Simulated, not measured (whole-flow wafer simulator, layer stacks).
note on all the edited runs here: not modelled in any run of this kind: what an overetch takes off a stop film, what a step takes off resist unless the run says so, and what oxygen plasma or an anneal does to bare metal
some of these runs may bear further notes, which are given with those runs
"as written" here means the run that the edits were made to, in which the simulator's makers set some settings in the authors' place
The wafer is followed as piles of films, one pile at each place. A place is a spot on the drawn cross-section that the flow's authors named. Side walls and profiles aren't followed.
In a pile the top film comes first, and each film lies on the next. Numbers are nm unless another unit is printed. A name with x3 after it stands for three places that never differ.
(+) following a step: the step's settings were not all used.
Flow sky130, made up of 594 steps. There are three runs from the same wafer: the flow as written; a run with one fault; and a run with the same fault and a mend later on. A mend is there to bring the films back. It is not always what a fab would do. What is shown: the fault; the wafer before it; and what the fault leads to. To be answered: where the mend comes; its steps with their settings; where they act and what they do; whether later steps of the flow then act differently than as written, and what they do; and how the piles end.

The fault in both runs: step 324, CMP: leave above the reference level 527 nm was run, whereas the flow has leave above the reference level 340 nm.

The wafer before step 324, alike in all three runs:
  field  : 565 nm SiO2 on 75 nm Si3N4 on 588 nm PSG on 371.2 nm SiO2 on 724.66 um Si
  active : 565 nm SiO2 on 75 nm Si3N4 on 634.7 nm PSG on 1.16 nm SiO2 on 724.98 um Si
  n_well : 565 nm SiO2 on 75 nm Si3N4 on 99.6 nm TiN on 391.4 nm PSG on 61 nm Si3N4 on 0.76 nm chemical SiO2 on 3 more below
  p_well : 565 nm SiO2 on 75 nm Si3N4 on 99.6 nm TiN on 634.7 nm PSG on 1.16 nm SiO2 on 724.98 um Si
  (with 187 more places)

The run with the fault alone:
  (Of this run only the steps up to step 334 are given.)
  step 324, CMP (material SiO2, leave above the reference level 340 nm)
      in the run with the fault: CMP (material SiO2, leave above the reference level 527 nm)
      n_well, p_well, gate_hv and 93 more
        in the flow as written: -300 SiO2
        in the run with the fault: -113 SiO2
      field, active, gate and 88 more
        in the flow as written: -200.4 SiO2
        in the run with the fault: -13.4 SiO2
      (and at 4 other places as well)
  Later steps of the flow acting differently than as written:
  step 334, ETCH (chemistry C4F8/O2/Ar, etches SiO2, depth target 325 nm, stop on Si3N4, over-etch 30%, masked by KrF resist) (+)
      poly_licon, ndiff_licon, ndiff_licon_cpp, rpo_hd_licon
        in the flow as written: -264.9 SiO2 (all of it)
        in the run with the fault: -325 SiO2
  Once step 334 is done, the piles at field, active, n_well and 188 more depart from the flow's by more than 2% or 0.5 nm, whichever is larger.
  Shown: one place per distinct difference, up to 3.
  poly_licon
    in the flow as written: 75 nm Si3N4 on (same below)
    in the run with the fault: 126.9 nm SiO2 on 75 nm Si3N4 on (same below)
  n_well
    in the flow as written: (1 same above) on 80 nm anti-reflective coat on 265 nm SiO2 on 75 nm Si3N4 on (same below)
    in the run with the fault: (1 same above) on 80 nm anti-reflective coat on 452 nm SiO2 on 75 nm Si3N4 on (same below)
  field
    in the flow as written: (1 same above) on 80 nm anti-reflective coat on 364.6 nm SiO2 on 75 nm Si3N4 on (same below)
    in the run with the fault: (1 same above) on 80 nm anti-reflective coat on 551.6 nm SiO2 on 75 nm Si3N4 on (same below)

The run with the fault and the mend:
  The mend follows step 324.
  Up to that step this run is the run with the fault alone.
  step 324a, CMP (material SiO2, leave above the reference level 340 nm) (the flow's step 324 again)
      field, active, n_well and 188 more
        -187 SiO2
  Later steps of the flow that are run all act as written at every place that is followed.
  By the end, the piles equal the flow's at every place that both follow.
